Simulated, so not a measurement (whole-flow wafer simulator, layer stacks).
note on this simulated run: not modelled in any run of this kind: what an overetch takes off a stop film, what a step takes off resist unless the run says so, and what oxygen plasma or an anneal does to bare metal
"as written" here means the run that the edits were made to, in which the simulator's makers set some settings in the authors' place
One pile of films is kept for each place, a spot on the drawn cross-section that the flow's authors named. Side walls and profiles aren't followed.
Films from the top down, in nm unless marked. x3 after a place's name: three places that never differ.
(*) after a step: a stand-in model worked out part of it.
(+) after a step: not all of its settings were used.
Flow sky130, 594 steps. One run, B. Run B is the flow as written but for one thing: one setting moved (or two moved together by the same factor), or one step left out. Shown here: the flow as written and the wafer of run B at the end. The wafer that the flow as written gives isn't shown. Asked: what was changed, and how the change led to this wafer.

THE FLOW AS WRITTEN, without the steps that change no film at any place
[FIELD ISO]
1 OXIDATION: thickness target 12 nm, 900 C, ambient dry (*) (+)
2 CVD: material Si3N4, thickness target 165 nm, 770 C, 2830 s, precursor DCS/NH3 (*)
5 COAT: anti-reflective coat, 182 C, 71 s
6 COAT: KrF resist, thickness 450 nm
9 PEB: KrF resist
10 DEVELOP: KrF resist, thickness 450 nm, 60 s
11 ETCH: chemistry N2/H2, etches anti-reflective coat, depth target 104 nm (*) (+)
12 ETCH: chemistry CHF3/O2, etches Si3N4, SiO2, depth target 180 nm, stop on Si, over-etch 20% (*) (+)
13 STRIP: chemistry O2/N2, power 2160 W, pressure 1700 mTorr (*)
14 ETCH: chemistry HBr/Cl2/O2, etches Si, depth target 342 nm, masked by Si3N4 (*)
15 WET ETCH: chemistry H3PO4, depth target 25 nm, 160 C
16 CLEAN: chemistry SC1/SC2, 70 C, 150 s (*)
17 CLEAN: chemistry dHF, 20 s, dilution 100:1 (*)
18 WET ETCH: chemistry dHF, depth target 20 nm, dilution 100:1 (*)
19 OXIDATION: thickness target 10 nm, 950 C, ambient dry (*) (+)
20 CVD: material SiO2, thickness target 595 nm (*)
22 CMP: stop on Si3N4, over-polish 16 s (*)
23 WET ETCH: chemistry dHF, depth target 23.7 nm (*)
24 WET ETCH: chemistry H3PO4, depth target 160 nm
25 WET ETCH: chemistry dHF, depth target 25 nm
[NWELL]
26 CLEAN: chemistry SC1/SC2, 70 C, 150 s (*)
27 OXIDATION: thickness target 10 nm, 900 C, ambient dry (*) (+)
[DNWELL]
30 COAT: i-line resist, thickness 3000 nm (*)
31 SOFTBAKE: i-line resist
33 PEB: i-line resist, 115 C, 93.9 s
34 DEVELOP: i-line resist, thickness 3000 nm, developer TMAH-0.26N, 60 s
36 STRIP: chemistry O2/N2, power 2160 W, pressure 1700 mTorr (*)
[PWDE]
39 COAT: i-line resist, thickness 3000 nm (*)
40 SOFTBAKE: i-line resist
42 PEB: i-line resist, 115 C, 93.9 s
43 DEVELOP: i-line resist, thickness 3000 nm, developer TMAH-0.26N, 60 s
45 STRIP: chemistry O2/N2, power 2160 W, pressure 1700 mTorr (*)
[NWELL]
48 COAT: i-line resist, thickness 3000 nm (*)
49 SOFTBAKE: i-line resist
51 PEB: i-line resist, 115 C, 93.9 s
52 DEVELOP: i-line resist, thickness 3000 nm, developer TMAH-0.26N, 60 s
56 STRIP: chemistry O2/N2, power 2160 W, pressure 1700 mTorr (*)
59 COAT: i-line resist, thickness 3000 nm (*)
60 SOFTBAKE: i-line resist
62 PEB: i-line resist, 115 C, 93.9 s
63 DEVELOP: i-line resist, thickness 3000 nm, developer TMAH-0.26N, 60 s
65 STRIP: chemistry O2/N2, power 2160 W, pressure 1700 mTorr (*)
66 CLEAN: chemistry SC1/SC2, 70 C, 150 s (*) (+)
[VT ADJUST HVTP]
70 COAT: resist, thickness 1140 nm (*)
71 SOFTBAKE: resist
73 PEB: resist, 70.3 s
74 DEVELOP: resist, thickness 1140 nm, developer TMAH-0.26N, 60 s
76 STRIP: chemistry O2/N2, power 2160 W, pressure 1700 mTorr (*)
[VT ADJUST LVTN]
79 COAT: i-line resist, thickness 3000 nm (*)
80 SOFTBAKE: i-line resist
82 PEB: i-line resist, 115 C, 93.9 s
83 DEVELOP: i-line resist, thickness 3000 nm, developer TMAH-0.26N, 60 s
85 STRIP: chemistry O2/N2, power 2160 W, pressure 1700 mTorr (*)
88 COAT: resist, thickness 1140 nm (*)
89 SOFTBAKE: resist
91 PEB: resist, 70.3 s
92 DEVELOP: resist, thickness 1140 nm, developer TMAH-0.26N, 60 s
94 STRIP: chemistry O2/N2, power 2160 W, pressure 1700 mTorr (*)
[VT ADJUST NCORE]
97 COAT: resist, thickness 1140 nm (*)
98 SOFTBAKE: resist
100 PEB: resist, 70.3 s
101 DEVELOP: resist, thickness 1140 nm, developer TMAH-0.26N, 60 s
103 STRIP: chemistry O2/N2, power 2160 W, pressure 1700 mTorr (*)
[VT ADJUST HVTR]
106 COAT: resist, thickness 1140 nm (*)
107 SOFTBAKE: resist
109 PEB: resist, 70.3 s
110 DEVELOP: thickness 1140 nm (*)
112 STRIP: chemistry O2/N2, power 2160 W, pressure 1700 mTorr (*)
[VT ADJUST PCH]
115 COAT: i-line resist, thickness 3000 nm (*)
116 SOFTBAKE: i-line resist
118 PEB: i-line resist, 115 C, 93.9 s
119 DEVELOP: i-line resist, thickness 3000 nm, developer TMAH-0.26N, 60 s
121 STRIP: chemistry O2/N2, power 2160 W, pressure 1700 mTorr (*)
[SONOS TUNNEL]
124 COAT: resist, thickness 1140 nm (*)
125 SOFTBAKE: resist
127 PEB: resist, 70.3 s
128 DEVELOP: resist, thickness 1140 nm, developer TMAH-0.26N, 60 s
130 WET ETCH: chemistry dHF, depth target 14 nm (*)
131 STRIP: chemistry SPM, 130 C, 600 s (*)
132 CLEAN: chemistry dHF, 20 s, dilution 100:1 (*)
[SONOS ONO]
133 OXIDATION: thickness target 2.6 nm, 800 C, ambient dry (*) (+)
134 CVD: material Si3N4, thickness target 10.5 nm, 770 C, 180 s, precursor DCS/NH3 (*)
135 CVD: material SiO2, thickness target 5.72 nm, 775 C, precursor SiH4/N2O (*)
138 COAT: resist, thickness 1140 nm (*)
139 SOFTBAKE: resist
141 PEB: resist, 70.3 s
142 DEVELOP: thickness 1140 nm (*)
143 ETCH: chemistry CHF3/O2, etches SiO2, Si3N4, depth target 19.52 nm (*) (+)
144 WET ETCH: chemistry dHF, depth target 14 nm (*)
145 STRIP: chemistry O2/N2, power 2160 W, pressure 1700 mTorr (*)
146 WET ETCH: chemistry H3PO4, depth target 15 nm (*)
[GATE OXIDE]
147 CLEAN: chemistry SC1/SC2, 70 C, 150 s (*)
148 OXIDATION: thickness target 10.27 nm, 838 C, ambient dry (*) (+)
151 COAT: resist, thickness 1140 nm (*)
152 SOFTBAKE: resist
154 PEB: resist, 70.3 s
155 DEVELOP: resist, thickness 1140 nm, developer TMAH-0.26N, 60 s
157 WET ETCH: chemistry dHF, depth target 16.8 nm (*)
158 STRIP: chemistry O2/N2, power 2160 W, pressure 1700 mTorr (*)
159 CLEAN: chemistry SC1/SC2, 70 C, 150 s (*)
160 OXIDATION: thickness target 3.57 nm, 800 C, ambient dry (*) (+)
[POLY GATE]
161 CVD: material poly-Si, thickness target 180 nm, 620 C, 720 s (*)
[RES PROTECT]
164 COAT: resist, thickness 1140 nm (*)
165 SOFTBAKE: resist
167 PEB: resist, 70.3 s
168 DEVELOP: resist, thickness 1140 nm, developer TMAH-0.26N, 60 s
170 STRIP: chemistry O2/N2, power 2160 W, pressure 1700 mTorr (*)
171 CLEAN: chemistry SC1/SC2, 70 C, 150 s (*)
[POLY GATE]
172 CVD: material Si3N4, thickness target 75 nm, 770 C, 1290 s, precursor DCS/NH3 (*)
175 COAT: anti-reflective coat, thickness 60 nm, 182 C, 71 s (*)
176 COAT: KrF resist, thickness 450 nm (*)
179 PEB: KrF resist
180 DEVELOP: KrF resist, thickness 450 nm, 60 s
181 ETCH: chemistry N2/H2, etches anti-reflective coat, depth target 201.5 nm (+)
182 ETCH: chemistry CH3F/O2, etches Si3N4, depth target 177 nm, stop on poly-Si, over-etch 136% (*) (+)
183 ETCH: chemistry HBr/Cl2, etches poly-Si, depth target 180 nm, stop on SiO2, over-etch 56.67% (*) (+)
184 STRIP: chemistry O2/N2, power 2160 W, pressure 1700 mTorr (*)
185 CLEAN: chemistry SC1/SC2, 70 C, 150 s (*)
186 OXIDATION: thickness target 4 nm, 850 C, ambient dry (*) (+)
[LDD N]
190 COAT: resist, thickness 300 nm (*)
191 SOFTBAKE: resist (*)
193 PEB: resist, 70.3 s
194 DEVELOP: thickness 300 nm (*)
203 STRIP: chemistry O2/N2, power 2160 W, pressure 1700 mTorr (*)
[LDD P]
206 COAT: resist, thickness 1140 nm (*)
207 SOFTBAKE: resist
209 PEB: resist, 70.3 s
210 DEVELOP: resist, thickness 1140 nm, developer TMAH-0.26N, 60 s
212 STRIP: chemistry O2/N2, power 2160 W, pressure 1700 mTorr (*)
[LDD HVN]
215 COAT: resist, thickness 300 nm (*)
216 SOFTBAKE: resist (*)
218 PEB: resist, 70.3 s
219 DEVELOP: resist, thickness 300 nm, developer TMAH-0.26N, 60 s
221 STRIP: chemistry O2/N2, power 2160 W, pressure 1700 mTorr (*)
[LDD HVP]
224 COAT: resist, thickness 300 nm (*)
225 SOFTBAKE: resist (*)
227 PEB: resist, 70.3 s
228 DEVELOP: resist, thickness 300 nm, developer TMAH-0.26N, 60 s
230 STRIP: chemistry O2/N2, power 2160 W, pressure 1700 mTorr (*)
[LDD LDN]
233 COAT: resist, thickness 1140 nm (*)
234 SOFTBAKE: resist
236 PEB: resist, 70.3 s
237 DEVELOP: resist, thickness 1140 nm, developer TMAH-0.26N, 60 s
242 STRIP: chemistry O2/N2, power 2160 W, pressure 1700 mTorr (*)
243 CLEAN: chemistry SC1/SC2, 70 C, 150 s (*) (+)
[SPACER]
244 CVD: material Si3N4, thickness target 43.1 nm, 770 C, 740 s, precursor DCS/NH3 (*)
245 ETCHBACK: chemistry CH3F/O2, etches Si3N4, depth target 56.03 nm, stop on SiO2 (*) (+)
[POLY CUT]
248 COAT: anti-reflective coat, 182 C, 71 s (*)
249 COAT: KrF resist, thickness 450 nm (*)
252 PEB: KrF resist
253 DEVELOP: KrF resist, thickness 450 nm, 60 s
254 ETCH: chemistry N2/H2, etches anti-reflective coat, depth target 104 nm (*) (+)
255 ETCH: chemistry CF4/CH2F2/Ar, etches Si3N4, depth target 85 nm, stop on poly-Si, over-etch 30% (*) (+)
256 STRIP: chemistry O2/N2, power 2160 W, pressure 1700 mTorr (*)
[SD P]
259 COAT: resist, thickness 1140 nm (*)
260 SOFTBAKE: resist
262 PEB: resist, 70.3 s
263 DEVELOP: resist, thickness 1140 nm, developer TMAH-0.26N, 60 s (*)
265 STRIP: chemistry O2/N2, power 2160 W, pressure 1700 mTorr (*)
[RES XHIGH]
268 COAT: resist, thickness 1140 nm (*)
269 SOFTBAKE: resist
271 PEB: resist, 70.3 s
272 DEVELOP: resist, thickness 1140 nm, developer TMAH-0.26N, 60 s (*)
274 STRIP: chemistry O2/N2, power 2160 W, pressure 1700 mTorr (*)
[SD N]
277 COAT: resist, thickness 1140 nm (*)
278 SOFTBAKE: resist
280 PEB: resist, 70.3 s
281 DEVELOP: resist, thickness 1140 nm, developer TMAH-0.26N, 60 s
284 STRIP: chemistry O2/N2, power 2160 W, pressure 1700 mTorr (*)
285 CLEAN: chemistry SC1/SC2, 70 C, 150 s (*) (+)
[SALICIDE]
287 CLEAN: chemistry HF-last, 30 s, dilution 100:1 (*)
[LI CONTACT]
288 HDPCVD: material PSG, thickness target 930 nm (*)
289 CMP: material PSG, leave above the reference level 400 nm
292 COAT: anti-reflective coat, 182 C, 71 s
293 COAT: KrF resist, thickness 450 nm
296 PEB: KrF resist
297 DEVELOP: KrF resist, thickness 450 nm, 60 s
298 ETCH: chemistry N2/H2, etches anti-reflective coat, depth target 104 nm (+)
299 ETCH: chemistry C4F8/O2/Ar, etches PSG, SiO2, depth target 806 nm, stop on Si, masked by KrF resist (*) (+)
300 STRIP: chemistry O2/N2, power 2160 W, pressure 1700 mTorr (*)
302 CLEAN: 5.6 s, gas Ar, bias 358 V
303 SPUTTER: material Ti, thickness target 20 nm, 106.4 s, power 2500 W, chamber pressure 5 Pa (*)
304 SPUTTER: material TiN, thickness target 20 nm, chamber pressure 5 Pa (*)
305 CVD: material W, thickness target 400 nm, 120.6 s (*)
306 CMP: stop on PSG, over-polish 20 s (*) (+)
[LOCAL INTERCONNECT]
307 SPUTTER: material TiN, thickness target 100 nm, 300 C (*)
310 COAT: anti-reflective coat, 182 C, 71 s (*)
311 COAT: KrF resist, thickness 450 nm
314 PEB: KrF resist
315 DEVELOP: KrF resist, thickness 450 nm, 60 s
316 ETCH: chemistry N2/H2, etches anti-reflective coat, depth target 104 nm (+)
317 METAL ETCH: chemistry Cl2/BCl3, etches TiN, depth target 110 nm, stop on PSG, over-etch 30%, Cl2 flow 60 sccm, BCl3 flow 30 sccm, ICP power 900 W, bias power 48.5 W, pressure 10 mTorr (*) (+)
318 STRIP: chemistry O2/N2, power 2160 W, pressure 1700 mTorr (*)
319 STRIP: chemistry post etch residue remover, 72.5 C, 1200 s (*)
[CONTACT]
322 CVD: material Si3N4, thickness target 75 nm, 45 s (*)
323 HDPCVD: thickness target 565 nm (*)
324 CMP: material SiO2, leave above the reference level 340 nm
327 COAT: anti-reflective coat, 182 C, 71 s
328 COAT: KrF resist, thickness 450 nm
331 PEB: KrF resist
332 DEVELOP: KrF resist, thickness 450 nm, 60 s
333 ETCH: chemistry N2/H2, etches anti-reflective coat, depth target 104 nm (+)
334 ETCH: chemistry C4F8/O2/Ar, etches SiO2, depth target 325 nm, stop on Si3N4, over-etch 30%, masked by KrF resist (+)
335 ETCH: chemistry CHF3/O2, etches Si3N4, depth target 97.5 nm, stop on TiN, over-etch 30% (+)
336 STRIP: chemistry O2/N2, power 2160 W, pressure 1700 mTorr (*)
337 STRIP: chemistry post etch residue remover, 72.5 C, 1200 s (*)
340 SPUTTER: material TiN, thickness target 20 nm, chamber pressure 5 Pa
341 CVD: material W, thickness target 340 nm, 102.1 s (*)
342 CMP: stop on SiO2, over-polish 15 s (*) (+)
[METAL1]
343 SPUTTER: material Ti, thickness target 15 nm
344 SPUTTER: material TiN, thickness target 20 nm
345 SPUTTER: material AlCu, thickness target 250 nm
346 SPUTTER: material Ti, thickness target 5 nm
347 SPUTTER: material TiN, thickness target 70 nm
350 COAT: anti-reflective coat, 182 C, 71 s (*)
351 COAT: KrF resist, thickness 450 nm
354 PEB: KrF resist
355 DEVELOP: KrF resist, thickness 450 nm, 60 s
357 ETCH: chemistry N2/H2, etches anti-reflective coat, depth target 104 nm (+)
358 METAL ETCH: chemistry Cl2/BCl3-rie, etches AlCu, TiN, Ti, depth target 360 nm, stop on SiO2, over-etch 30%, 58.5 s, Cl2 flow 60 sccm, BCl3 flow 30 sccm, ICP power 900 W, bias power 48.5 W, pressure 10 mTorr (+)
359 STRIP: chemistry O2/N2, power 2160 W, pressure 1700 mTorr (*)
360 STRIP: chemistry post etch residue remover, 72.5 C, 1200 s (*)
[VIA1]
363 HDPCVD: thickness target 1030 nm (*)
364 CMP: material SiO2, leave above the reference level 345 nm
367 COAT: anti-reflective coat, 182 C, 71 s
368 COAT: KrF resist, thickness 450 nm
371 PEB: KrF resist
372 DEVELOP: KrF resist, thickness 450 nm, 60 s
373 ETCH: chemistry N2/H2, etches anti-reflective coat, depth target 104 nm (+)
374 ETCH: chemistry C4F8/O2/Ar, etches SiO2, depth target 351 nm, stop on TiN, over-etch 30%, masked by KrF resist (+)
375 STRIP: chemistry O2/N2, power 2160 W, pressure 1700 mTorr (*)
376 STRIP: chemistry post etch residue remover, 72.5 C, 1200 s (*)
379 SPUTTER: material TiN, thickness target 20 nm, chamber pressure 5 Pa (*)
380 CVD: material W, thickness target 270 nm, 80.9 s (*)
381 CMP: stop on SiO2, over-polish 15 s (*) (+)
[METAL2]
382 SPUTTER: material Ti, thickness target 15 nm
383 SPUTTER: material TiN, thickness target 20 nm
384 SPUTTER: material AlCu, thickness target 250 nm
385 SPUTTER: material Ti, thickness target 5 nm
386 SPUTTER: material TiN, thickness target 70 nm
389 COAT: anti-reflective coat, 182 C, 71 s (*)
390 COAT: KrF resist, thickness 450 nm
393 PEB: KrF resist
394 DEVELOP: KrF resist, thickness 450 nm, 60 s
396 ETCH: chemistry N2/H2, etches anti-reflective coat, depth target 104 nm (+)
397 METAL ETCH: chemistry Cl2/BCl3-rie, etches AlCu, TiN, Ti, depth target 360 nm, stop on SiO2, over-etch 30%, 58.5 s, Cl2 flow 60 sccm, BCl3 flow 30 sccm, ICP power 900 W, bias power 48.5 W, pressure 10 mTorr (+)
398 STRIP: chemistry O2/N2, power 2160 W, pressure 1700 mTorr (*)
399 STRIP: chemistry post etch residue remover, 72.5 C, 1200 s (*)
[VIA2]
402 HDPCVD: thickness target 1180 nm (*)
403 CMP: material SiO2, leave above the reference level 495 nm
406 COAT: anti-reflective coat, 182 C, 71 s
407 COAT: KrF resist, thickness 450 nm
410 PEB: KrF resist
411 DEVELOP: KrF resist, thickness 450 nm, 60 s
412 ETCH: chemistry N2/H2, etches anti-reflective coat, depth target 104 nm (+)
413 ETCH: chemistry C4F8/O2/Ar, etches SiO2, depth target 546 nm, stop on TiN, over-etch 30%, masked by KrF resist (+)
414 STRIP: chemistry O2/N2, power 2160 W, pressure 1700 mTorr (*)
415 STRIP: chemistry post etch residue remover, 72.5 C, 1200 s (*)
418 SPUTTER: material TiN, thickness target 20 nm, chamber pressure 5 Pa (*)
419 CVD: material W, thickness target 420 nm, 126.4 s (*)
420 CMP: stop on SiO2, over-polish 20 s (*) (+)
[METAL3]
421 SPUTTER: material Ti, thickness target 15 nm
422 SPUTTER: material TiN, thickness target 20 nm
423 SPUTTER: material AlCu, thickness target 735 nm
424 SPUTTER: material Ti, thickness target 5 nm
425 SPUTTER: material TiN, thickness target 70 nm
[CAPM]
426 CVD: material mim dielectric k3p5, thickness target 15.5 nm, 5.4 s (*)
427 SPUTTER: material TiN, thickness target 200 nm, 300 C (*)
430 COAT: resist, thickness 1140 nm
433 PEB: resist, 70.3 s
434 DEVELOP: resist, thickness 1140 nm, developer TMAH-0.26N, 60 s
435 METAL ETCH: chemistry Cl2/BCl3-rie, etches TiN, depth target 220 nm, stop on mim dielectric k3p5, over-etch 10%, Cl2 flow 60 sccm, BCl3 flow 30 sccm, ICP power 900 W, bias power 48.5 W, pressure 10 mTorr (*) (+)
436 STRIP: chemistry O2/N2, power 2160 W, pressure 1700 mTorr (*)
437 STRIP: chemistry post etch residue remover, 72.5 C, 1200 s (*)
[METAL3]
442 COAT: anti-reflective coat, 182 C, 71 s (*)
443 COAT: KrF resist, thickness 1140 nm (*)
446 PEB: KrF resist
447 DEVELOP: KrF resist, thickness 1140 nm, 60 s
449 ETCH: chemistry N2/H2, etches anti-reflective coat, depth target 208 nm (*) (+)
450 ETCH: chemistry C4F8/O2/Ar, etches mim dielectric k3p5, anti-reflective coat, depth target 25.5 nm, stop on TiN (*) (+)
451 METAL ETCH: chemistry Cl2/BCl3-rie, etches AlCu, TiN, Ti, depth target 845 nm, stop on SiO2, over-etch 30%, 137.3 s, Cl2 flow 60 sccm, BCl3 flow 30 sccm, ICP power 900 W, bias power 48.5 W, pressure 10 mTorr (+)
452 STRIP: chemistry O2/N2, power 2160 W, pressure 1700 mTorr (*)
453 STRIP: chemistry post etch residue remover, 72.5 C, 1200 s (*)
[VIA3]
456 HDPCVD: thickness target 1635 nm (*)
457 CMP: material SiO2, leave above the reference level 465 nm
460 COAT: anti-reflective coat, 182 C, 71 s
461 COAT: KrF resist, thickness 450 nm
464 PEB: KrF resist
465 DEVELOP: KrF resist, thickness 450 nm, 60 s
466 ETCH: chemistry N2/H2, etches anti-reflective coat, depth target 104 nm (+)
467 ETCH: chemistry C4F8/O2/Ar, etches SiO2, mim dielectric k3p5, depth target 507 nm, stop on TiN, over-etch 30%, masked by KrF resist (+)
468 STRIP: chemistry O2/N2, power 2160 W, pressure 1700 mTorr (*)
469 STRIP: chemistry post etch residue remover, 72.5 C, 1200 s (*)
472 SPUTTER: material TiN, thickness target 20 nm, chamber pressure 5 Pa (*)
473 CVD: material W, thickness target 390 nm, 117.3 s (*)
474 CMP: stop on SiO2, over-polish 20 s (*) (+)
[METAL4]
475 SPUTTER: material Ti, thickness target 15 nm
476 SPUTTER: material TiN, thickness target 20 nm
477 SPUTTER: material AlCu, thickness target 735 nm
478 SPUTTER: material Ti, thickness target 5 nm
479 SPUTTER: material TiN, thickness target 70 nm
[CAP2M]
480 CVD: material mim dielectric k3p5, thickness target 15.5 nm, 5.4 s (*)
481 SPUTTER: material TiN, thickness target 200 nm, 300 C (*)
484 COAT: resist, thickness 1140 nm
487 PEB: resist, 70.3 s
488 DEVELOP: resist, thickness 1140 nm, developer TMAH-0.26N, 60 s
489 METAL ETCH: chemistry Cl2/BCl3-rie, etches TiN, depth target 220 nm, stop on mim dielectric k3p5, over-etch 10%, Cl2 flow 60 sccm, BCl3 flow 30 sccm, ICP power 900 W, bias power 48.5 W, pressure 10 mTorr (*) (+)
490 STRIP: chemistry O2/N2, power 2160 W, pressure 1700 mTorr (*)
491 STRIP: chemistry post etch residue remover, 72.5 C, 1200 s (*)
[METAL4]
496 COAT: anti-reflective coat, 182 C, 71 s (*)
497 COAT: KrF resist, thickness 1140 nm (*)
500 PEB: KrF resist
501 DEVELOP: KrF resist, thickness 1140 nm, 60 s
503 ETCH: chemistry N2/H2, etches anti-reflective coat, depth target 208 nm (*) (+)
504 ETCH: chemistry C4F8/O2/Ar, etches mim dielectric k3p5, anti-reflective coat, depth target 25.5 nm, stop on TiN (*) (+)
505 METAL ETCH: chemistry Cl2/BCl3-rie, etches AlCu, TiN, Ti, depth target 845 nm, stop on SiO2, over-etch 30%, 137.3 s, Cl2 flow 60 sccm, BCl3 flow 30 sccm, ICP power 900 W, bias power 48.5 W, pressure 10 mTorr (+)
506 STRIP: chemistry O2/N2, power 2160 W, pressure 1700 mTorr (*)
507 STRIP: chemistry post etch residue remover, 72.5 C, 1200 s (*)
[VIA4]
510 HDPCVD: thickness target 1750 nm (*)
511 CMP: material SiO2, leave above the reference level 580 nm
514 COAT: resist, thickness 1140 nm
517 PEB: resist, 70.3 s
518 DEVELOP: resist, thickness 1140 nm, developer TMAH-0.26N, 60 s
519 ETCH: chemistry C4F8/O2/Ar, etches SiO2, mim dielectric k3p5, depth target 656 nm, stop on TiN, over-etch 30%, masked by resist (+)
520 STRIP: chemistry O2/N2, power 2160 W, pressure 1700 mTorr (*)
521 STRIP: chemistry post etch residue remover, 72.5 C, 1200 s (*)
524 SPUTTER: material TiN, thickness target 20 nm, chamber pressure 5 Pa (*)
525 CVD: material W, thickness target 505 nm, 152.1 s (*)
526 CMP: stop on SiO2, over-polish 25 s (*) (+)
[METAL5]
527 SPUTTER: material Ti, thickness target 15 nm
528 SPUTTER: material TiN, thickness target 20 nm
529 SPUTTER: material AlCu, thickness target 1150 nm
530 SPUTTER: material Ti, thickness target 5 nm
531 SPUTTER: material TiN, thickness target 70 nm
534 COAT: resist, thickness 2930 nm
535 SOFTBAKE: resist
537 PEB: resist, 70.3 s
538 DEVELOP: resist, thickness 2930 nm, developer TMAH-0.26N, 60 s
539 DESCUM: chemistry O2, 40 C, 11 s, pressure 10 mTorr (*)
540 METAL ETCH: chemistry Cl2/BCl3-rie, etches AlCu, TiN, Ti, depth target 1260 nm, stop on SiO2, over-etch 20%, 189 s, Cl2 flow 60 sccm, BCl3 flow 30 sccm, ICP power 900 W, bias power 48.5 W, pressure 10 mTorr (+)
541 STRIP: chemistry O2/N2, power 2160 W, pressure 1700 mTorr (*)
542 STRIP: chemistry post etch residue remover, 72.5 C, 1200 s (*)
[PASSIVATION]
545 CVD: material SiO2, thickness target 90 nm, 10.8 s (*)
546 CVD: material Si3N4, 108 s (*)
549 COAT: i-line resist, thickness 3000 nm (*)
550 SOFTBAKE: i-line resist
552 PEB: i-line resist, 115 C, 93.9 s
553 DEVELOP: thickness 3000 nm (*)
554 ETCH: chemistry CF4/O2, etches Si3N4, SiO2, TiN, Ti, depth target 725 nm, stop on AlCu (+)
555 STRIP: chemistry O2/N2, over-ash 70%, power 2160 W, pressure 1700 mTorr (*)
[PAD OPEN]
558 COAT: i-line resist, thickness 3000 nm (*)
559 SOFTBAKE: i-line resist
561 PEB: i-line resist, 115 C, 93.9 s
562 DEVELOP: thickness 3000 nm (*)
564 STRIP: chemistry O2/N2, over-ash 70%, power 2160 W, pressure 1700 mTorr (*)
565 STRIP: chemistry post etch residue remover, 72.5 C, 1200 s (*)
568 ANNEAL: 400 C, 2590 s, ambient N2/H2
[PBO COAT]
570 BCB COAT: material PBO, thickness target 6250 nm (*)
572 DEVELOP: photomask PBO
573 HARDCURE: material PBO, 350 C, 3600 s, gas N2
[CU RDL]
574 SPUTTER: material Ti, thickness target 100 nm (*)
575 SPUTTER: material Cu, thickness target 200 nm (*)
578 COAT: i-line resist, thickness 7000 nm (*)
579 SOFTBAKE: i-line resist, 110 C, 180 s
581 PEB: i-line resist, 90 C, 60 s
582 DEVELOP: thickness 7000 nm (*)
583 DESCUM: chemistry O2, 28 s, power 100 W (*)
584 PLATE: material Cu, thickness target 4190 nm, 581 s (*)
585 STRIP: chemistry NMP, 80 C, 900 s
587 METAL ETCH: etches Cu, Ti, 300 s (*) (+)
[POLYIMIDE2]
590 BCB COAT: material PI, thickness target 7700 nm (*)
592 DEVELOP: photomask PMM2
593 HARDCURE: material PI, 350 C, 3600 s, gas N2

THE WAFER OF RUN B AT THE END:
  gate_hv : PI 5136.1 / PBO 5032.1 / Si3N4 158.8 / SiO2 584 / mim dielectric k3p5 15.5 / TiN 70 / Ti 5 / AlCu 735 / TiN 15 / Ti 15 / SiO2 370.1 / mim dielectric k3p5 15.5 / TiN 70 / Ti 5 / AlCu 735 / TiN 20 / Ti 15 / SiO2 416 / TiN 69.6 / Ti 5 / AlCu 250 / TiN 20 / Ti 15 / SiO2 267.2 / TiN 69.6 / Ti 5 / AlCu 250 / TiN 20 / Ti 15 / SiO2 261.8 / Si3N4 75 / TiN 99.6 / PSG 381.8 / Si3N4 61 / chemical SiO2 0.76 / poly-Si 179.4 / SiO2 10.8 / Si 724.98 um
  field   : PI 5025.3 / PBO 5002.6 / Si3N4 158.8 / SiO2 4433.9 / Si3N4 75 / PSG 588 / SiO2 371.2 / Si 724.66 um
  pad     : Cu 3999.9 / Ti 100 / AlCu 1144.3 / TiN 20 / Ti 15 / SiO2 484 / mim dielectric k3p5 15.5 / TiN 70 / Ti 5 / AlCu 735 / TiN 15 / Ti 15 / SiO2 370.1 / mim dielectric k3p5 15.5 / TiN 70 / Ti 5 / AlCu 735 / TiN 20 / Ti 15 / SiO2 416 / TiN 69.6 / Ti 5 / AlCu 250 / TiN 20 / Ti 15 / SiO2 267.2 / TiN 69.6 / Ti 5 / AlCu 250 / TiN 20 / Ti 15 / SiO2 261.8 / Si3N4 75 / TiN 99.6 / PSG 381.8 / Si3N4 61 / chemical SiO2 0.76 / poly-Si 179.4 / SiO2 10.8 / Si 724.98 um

The cause: step 476, SPUTTER: thickness target 15 nm was run, where the flow has thickness target 20 nm.
It can be read off the wafer: gate_hv has TiN 15, and step 476 as written asks for 20 nm.

How the change led to this, step by step:
  476 SPUTTER: material TiN, thickness target 20 nm
      field, active, n_well and 189 more: TiN +15 (new film) (as written it would be: TiN +20 (new film))
  505 METAL ETCH: chemistry Cl2/BCl3-rie, etches AlCu, TiN, Ti, depth target 845 nm, stop on SiO2, over-etch 30%, 137.3 s, Cl2 flow 60 sccm, BCl3 flow 30 sccm, ICP power 900 W, bias power 48.5 W, pressure 10 mTorr (+)
      field, gate, spacer and 68 more: TiN -70 (all of it), Ti -5 (all of it), AlCu -735 (all of it), TiN -15 (all of it), Ti -15 (all of it), SiO2 -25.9 (as written it would be: TiN -70 (all of it), Ti -5 (all of it), AlCu -735 (all of it), TiN -20 (all of it), Ti -15 (all of it), SiO2 -25.4)
      active, vpp_iso1, mim_edge_plate and 14 more: TiN -70 (all of it), Ti -5 (all of it), AlCu -735 (all of it), TiN -15 (all of it), Ti -15 (all of it), SiO2 -25.8 (as written it would be: TiN -70 (all of it), Ti -5 (all of it), AlCu -735 (all of it), TiN -20 (all of it), Ti -15 (all of it), SiO2 -25.3)
